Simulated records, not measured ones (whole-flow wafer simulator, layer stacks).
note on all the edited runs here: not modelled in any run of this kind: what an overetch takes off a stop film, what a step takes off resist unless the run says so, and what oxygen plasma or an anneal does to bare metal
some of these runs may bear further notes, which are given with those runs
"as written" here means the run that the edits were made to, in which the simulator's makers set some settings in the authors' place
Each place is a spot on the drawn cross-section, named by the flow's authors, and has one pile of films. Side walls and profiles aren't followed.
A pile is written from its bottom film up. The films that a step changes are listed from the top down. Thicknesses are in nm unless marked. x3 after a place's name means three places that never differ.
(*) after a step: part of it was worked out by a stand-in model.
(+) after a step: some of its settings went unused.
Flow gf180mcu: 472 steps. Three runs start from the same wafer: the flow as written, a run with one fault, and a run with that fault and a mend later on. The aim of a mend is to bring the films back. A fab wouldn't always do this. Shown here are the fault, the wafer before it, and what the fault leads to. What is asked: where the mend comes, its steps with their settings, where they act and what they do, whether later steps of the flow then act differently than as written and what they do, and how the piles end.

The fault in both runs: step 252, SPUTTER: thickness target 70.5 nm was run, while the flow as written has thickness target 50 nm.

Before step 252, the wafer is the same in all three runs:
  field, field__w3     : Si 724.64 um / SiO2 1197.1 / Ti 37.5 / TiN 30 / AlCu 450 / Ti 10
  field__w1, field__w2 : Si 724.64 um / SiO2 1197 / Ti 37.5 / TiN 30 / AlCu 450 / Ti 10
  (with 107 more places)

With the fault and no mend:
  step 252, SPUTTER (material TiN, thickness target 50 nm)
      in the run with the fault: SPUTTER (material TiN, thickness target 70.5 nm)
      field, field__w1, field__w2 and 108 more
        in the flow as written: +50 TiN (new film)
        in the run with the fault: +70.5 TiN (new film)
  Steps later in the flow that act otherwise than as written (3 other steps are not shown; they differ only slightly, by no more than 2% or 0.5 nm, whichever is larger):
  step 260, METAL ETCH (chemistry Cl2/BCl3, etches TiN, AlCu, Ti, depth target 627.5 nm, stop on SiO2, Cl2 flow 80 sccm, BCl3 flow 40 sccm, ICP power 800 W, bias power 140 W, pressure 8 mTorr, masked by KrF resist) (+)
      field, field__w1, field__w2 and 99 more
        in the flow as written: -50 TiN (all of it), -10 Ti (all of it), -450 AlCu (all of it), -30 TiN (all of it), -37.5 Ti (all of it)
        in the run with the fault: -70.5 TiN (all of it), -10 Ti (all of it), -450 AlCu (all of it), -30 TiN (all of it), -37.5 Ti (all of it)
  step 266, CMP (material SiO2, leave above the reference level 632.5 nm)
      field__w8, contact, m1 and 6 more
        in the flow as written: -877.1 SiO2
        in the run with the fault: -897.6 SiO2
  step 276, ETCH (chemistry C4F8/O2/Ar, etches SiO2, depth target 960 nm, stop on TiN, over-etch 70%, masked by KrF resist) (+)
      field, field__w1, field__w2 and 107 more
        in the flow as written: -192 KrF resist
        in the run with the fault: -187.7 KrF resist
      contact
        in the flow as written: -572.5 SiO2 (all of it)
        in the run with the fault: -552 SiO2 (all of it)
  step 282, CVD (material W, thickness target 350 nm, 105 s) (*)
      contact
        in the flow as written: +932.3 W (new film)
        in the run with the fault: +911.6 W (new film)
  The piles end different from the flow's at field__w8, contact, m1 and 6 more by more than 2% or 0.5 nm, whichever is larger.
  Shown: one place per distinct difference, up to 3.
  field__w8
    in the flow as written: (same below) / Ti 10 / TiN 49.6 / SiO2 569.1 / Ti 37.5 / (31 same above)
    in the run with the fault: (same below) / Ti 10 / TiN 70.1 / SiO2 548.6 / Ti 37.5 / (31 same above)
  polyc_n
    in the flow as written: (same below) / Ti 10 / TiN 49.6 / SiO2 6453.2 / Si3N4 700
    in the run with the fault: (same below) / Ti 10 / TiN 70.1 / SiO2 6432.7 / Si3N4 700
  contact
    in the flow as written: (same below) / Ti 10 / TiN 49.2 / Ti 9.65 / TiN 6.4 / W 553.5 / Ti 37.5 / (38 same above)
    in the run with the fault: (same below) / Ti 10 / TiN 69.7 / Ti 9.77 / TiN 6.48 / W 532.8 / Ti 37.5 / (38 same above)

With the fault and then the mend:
  The mend stands after step 259.
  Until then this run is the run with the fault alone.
  step 259a, STRIP (chemistry O2/N2, power 2160 W, pressure 1700 mTorr) (*)
      field__w8, contact, m1 and 6 more
        -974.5 KrF resist (all of it)
  step 259b, METAL ETCH (chemistry Cl2/BCl3, etches TiN, AlCu, Ti, depth target 20.5 nm, Cl2 flow 80 sccm, BCl3 flow 40 sccm, ICP power 800 W, bias power 140 W, pressure 8 mTorr)
      field, field__w1, field__w2 and 108 more
        -20.5 TiN
  step 259c, HMDS (120 C, 60 s) (the flow's step 254, run once more)
      leaves every film unchanged at each place that is followed
  step 259d, COAT (KrF resist, thickness 1000 nm) (the flow's step 255, run once more)
      field, field__w1, field__w2 and 108 more
        +1000 KrF resist (new film)
  step 259e, SOFTBAKE (KrF resist) (the flow's step 256, run once more)
      leaves every film unchanged at each place that is followed
  step 259f, EXPOSE (photomask Metal1) (the flow's step 257, run once more)
      leaves every film unchanged at each place that is followed
  step 259g, PEB (KrF resist, 135 C, 90 s) (the flow's step 258, run once more)
      field, field__w1, field__w2 and 108 more
        -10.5 KrF resist
  step 259h, DEVELOP (thickness 1000 nm, 60 s) (the flow's step 259, run once more)
      field, field__w1, field__w2 and 99 more
        -989.5 KrF resist (all of it)
      field__w8, contact, m1 and 6 more
        -14.9 KrF resist
  Every later step of the flow that is run acts as written at every place that is followed.
  By the end, the piles equal the flow's at every place that both follow.
